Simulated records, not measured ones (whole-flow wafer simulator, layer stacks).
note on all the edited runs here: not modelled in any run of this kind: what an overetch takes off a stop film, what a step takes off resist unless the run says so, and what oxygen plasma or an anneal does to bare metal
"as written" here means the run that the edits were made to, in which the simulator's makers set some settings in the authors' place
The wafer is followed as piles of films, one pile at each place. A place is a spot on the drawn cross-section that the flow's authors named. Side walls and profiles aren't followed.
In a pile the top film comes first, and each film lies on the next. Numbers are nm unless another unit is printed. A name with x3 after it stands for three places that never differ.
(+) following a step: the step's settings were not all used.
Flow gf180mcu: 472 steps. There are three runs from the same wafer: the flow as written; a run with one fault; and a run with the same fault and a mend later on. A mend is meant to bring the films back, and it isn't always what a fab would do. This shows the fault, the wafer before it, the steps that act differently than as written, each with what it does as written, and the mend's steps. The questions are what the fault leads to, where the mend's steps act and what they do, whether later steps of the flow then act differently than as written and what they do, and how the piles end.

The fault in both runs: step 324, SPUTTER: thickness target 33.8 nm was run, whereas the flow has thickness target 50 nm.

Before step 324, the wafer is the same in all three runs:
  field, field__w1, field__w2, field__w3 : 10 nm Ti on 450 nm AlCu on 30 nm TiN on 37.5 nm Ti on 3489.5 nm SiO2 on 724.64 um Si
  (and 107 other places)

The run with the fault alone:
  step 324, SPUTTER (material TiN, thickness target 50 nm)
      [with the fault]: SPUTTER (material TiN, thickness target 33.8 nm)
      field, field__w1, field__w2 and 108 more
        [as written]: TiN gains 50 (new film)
        [with the fault]: TiN gains 33.8 (new film)
  Later steps of the flow acting differently than as written (4 more steps, not shown, differ only slightly: by at most 2% or 0.5 nm, whichever is larger):
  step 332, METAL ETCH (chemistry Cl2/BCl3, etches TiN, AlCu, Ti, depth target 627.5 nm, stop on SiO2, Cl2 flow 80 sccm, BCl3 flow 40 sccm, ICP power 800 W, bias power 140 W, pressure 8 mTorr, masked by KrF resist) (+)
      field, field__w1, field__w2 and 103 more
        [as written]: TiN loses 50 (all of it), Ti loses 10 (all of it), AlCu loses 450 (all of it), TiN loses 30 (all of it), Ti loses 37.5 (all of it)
        [with the fault]: TiN loses 33.8 (all of it), Ti loses 10 (all of it), AlCu loses 450 (all of it), TiN loses 30 (all of it), Ti loses 37.5 (all of it)
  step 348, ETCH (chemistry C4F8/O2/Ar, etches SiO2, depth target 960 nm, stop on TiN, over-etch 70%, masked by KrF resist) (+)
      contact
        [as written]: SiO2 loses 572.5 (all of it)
        [with the fault]: SiO2 loses 588.7 (all of it)
  By the end, the piles at field__w8, contact, m1, m1__w1, m1_nw depart from the flow's by more than 2% or 0.5 nm, whichever is larger.
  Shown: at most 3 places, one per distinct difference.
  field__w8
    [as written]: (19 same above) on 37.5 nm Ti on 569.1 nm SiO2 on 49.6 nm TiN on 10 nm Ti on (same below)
    [with the fault]: (19 same above) on 37.5 nm Ti on 585.3 nm SiO2 on 33.4 nm TiN on 10 nm Ti on (same below)
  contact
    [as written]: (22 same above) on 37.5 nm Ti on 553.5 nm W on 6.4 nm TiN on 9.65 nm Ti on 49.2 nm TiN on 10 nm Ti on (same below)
    [with the fault]: (22 same above) on 37.5 nm Ti on 569.9 nm W on 6.34 nm TiN on 9.56 nm Ti on 33 nm TiN on 10 nm Ti on (same below)

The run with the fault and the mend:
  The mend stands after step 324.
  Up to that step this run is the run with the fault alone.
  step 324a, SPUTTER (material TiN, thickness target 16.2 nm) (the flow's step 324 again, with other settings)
      field, field__w1, field__w2 and 108 more
        TiN gains 16.2
  Later steps of the flow that are run all act as written at every place that is followed.
  At every place that both follow, the piles at the end match the flow's.
